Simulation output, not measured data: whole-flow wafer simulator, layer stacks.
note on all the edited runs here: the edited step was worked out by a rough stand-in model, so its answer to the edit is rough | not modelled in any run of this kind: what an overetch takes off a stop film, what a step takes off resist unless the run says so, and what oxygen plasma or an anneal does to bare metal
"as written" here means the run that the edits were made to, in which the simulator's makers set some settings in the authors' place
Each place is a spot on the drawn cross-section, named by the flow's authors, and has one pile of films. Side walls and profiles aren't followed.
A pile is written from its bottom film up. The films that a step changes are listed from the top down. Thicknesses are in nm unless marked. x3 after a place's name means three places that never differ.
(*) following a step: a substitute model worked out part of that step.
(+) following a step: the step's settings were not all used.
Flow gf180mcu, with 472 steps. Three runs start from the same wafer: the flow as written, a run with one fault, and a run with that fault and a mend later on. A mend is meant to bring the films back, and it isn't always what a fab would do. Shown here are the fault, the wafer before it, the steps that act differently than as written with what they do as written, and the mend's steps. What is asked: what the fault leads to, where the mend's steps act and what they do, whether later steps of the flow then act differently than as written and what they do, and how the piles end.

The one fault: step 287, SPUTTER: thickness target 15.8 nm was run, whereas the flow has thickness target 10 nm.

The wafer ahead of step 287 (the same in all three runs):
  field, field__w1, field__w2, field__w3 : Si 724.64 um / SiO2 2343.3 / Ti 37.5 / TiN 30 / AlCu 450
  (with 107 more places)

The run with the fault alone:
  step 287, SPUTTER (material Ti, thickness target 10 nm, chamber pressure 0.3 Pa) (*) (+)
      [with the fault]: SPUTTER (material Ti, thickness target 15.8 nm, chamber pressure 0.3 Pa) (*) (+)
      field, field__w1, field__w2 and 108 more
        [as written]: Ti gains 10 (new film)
        [with the fault]: Ti gains 15.8 (new film)
  Steps later in the flow that act otherwise than as written (not shown: 5 more steps that differ only slightly, by at most 2% or 0.5 nm, whichever is larger):
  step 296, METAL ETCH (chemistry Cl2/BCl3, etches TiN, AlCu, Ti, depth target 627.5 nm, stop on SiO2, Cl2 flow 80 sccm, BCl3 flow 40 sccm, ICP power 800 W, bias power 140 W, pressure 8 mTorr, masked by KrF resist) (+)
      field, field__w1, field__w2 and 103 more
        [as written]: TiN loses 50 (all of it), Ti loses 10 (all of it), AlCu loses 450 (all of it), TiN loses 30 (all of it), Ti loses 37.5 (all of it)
        [with the fault]: TiN loses 50 (all of it), Ti loses 15.8 (all of it), AlCu loses 450 (all of it), TiN loses 30 (all of it), Ti loses 37.5 (all of it)
  The piles end different from the flow's at field__w8, contact, m1, m1__w1, m1_nw by more than 2% or 0.5 nm, whichever is larger.
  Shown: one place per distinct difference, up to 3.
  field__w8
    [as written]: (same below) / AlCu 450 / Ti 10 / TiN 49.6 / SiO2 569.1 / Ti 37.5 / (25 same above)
    [with the fault]: (same below) / AlCu 450 / Ti 15.8 / TiN 49.6 / SiO2 563.3 / Ti 37.5 / (25 same above)
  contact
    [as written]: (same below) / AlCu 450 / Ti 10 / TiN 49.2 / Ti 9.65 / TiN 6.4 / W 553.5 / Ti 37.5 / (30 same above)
    [with the fault]: (same below) / AlCu 450 / Ti 15.8 / TiN 49.2 / Ti 9.69 / TiN 6.43 / W 547.6 / Ti 37.5 / (30 same above)

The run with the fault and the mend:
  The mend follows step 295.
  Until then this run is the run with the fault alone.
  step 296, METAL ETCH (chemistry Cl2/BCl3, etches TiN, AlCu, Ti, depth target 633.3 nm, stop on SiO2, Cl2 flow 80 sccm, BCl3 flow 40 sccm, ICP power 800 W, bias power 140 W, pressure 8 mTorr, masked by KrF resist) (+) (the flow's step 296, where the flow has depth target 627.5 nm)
      field, field__w1, field__w2 and 103 more
        TiN loses 50 (all of it), Ti loses 15.8 (all of it), AlCu loses 450 (all of it), TiN loses 30 (all of it), Ti loses 37.5 (all of it)
      field__w8, contact, m1, m1__w1, m1_nw
        KrF resist loses 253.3
  Every later step of the flow that is run acts as written, at every place that is followed, to within 2% or 0.5 nm, whichever is larger.
  The piles end different from the flow's at field__w8, contact, m1, m1__w1, m1_nw by more than 2% or 0.5 nm, whichever is larger.
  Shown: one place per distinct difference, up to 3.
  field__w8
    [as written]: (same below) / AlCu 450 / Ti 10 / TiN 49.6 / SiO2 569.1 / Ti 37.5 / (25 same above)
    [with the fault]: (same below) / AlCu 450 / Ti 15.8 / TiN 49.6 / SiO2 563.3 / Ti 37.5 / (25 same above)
    [with the mend]: (same below) / AlCu 450 / Ti 15.8 / TiN 49.6 / SiO2 563.3 / Ti 37.5 / (25 same above)
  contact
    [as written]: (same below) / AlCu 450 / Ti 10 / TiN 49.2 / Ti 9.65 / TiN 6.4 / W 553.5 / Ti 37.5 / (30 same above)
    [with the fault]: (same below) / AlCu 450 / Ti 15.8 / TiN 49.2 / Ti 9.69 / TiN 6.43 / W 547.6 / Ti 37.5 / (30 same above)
    [with the mend]: (same below) / AlCu 450 / Ti 15.8 / TiN 49.2 / Ti 9.69 / TiN 6.43 / W 547.6 / Ti 37.5 / (30 same above)
